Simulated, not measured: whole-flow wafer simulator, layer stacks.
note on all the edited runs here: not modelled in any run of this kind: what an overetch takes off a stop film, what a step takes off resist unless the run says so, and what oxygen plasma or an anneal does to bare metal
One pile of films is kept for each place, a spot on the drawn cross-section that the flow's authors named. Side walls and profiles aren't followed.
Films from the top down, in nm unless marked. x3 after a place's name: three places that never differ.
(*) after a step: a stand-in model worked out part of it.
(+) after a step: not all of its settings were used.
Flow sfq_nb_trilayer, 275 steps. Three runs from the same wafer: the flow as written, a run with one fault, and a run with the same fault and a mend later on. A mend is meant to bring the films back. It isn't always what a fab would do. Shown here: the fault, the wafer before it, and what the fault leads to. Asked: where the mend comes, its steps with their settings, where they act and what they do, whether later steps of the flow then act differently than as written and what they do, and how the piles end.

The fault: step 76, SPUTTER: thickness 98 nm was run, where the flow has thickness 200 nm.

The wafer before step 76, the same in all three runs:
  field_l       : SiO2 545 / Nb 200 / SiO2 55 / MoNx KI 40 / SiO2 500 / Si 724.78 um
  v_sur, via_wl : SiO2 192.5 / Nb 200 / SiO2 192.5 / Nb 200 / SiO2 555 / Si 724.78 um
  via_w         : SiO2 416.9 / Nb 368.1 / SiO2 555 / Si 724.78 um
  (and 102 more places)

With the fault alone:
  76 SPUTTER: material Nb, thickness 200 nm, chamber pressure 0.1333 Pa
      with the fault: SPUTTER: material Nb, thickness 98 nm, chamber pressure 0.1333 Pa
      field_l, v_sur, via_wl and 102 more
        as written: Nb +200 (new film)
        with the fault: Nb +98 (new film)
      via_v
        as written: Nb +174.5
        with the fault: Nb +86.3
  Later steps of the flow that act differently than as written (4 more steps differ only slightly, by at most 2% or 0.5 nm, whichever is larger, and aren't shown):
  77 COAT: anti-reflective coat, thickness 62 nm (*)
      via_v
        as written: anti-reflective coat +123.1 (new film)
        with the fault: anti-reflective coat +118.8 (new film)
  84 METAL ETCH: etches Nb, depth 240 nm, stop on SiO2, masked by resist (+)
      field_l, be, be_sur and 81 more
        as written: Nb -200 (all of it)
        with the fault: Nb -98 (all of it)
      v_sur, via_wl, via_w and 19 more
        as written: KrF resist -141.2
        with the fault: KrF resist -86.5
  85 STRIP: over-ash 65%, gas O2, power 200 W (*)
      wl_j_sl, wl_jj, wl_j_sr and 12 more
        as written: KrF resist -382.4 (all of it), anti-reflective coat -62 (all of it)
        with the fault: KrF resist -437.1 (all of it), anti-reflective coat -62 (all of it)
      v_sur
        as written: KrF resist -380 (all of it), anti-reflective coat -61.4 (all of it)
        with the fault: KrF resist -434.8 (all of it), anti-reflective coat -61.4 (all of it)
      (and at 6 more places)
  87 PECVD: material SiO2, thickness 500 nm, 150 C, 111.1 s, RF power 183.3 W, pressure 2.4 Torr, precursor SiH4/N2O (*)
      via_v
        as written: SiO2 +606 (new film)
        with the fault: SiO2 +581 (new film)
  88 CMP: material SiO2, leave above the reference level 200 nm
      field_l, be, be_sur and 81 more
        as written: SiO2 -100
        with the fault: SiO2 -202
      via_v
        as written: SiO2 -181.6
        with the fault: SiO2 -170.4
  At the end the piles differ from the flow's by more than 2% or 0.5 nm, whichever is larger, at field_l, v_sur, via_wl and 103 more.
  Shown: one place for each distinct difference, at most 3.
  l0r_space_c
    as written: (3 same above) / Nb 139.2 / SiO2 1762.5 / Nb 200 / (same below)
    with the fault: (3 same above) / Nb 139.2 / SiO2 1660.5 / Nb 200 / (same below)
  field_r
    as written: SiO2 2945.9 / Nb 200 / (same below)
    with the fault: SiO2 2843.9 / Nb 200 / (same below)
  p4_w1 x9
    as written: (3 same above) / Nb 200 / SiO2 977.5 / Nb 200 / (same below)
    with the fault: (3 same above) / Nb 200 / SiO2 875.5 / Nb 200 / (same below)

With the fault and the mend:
  The mend comes after step 82.
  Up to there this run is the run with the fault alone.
  82a STRIP: over-ash 65%, gas O2, power 200 W (*)
      p4_fl x3, p4_w1 x9, p4_g1 x2 and 48 more
        anti-reflective coat -62 (all of it)
      wl_j_sl, wl_jj, wl_j_sr and 12 more
        KrF resist -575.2 (all of it), anti-reflective coat -62 (all of it)
      moat, field_r, lsp_l and 6 more
        anti-reflective coat -61.8 (all of it)
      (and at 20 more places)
  82b SPUTTER: material Nb, thickness 102 nm, chamber pressure 0.1333 Pa (the flow's step 76 once more, with other settings)
      field_l, v_sur, via_wl and 102 more
        Nb +102
      via_v
        Nb +83.8
  82c COAT: anti-reflective coat, thickness 62 nm (*) (the flow's step 77 once more)
      p4_fl x3, p4_w1 x9, p4_g1 x2 and 63 more
        anti-reflective coat +62 (new film)
      moat, field_r, lsp_l and 6 more
        anti-reflective coat +61.8 (new film)
      be_r, r_sur, res, r_end
        anti-reflective coat +61.7 (new film)
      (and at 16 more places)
  82d COAT: KrF resist, thickness 600 nm (*) (the flow's step 78 once more)
      p4_fl x3, p4_w1 x9, p4_g1 x2 and 63 more
        KrF resist +600 (new film)
      field_r, lsp_l, ln_m5, l0v
        KrF resist +599.5 (new film)
      lsp_m, ln_m6, lsp_r, l0_sur
        KrF resist +599.6 (new film)
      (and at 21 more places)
  82e SOFTBAKE: KrF resist (the flow's step 79 once more)
      changes no film at any place that is followed
  82f EXPOSE: photomask M2, dose 12.11 mJ/cm2, NA 0.6, wavelength 248 nm (*) (the flow's step 80 once more)
      changes no film at any place that is followed
  82g PEB: KrF resist, 90 s (the flow's step 81 once more)
      field_l, v_sur, via_wl and 97 more
        KrF resist -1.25
      via_w, via_wr, via_sp, wire, be
        KrF resist -1.24
      via_v
        KrF resist -1.6
  82h DEVELOP: KrF resist, thickness 600 nm, 60 s (the flow's step 82 once more)
      p4_fl x3, p4_w1 x9, p4_g1 x2 and 48 more
        KrF resist -598.7 (all of it)
      v_sur, via_wl, via_w and 19 more
        KrF resist -23.5
      lsp_l, ln_m5, lsp_m, ln_m6, lsp_r, l0_sur, l0v
        KrF resist -598.3 (all of it)
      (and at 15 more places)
  No later step of the flow acts differently than as written, at any place that is followed, by more than 2% or 0.5 nm, whichever is larger.
  At the end the piles differ from the flow's only slightly at the places that both follow, by at most 2% or 0.5 nm, whichever is larger.
